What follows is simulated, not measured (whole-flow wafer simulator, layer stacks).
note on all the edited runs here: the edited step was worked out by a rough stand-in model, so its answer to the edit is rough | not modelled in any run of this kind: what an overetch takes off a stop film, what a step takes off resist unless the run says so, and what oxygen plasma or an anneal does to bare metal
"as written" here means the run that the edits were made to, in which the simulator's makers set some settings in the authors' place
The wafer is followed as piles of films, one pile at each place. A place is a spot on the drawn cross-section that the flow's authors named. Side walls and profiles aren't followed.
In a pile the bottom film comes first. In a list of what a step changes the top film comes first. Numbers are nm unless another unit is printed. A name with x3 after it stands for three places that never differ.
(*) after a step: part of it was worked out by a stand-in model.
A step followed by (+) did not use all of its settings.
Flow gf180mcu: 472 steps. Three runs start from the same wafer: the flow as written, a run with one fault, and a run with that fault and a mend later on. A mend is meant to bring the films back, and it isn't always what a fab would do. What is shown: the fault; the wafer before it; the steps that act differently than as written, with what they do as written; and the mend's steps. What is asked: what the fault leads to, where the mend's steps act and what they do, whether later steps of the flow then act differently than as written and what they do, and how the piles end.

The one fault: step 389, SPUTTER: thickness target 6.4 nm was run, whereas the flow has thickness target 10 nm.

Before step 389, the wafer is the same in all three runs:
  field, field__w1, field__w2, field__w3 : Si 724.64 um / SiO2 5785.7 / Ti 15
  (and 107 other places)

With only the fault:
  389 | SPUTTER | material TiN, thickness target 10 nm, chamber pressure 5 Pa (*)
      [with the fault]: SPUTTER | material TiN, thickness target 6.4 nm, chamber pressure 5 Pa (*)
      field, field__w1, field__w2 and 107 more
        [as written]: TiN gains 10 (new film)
        [with the fault]: TiN gains 6.4 (new film)
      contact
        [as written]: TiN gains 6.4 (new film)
        [with the fault]: TiN gains 4.1 (new film)
  Later steps of the flow acting differently than as written (not shown: 1 more step that differs only slightly, by at most 2% or 0.5 nm, whichever is larger):
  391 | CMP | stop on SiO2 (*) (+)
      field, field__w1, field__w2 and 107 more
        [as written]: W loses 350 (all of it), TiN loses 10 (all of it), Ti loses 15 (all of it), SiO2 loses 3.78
        [with the fault]: W loses 350 (all of it), TiN loses 6.4 (all of it), Ti loses 15 (all of it), SiO2 loses 3.75
  At contact, the piles at the end differ from the flow's by more than 2% or 0.5 nm, whichever is larger.
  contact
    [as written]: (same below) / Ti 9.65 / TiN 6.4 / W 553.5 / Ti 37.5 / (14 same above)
    [with the fault]: (same below) / Ti 9.65 / TiN 4.1 / W 555.8 / Ti 37.5 / (14 same above)

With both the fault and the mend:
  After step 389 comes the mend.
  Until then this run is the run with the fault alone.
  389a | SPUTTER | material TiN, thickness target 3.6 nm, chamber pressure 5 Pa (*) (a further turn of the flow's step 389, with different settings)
      field, field__w1, field__w2 and 107 more
        TiN gains 3.6
      contact
        TiN gains 2.3
  Later steps of the flow that are run all act as written at every place that is followed.
  The piles end the same as the flow's at every place that both follow.
